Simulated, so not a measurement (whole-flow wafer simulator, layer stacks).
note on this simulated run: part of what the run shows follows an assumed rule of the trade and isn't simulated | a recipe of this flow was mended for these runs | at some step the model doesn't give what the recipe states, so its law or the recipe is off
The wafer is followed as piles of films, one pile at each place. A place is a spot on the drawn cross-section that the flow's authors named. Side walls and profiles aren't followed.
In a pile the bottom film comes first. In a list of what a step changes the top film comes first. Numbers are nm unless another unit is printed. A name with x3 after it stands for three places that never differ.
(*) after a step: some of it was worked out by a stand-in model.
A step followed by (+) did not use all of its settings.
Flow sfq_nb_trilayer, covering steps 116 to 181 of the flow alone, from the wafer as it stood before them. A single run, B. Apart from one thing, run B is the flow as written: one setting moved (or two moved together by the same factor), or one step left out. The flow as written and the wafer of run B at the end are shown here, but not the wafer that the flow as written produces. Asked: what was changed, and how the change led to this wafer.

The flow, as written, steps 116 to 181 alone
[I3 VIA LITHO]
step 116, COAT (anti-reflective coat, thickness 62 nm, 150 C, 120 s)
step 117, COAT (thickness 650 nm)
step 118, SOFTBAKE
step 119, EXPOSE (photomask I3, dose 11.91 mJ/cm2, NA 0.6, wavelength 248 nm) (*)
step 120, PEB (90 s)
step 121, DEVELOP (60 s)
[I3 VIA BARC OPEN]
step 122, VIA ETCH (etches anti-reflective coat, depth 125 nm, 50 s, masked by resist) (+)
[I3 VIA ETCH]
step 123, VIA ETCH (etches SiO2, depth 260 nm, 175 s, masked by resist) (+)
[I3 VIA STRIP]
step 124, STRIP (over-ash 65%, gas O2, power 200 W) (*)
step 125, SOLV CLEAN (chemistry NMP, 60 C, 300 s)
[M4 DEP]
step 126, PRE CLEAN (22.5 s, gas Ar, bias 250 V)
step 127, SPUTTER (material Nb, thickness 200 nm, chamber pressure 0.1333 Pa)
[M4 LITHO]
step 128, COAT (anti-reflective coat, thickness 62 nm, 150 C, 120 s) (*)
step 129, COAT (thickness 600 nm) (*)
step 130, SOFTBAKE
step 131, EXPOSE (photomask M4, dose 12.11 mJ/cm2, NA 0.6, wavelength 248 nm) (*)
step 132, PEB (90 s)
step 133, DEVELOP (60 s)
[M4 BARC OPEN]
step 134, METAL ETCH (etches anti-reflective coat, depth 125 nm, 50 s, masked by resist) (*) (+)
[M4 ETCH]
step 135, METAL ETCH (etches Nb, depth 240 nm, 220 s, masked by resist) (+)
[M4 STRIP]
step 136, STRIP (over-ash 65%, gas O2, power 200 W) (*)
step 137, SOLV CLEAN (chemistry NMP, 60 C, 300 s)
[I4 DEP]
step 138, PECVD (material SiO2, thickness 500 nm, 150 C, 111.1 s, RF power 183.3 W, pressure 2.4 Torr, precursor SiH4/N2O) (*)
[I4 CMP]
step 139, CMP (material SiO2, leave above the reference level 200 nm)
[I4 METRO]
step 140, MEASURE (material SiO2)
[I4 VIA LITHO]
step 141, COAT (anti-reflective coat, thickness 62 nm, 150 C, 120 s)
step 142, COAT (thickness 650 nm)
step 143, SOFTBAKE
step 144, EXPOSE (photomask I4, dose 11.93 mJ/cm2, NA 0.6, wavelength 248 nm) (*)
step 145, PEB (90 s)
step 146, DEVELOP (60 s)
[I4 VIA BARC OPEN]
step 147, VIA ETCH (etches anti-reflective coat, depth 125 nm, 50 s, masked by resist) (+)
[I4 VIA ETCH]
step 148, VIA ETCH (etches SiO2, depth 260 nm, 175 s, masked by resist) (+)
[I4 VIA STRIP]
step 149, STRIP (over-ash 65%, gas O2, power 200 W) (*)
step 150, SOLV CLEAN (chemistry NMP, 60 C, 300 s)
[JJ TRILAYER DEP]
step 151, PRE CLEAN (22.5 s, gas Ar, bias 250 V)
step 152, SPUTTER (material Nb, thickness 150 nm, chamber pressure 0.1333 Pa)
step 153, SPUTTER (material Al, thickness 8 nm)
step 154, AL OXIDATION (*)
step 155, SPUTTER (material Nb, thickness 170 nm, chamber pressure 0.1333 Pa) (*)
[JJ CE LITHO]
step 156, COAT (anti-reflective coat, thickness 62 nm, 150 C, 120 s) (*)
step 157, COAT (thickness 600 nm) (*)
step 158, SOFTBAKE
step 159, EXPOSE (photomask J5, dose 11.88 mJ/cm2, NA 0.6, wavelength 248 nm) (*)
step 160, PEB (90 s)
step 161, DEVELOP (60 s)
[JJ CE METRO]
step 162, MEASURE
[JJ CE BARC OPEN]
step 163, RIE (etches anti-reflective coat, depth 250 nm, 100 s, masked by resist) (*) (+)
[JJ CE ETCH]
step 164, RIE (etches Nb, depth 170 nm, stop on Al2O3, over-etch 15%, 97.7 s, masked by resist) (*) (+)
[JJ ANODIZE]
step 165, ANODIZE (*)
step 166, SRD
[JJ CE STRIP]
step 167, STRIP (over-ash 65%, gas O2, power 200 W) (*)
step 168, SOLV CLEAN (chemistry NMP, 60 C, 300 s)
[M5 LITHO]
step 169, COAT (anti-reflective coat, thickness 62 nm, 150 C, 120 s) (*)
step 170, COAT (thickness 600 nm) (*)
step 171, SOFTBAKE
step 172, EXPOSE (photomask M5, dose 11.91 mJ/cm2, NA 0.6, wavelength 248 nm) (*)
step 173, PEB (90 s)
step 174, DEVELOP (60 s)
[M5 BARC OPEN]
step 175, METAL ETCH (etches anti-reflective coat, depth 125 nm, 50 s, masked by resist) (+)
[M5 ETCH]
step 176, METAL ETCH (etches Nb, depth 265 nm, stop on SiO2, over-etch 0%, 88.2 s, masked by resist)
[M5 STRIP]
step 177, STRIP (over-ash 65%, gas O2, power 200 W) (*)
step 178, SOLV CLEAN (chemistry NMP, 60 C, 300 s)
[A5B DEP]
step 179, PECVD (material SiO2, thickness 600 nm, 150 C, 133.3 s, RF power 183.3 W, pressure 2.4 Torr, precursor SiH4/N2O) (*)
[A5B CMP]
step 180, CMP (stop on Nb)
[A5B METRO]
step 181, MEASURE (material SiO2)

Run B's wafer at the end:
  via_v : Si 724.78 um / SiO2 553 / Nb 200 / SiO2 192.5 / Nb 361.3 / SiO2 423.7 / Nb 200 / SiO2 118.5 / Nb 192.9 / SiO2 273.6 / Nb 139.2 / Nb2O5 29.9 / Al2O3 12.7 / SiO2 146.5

The reason: step 122, VIA ETCH: etches anti-reflective coat, depth 125 nm, 50 s, masked by resist (+), was skipped.

Step by step, how the change led to this:
  step 123, VIA ETCH (etches SiO2, depth 260 nm, 175 s, masked by resist) (+)
      via_v: anti-reflective coat loses 62 (all of it), SiO2 loses 74 (as written it would have been: SiO2 loses 199.7 (all of it), Nb loses 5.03)
  step 124, STRIP (over-ash 65%, gas O2, power 200 W) (*)
      field_l, v_sur, via_wl and 102 more: KrF-resist-other-grade loses 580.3 (all of it), anti-reflective coat loses 62 (all of it) (as written it would have been: KrF-resist-other-grade loses 510.8 (all of it), anti-reflective coat loses 62 (all of it))
  step 126, PRE CLEAN (22.5 s, gas Ar, bias 250 V)
      via_v: SiO2 loses 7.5 (as written it would have been: Nb loses 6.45)
  step 127, SPUTTER (material Nb, thickness 200 nm, chamber pressure 0.1333 Pa)
      via_v: Nb gains 192.9 (new film) (as written it would have been: Nb gains 164.5)
  step 128, COAT (anti-reflective coat, thickness 62 nm, 150 C, 120 s) (*)
      via_wl: anti-reflective coat gains 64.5 (new film) (as written it would have been: anti-reflective coat gains 67.6 (new film))
      via_w: anti-reflective coat gains 63.9 (new film) (as written it would have been: anti-reflective coat gains 70.9 (new film))
      (also at 6 further places)
  step 129, COAT (thickness 600 nm) (*)
      via_wr: KrF-resist-other-grade gains 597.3 (new film) (as written it would have been: KrF-resist-other-grade gains 583.9 (new film))
      via_v: KrF-resist-other-grade gains 622.1 (new film) (as written it would have been: KrF-resist-other-grade gains 739.4 (new film))
  step 134, METAL ETCH (etches anti-reflective coat, depth 125 nm, 50 s, masked by resist) (*) (+)
      be: anti-reflective coat loses 60 (all of it) (as written it would have been: anti-reflective coat loses 68.4 (all of it))
      be_sur: anti-reflective coat loses 64.8 (all of it) (as written it would have been: anti-reflective coat loses 70.3 (all of it))
  step 136, STRIP (over-ash 65%, gas O2, power 200 W) (*)
      via_wl: KrF-resist-other-grade loses 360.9 (all of it), anti-reflective coat loses 64.5 (all of it) (as written it would have been: KrF-resist-other-grade loses 357.4 (all of it), anti-reflective coat loses 67.6 (all of it))
      via_w: KrF-resist-other-grade loses 360 (all of it), anti-reflective coat loses 63.9 (all of it) (as written it would have been: KrF-resist-other-grade loses 351.5 (all of it), anti-reflective coat loses 70.9 (all of it))
      (also at 4 further places)
  step 138, PECVD (material SiO2, thickness 500 nm, 150 C, 111.1 s, RF power 183.3 W, pressure 2.4 Torr, precursor SiH4/N2O) (*)
      via_v: SiO2 gains 500 (new film) (as written it would have been: SiO2 gains 621.2 (new film))
  step 139, CMP (material SiO2, leave above the reference level 200 nm)
      via_v: SiO2 loses 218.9 (as written it would have been: SiO2 loses 181.6)
If metal films that touch count as one body, via_v has 5 bodies (between them, from the top down: SiO2 273.6; SiO2 118.5; SiO2 423.7; SiO2 192.5); the flow as written gives 4 bodies (between them, from the top down: SiO2 432; SiO2 423.7; SiO2 192.5).
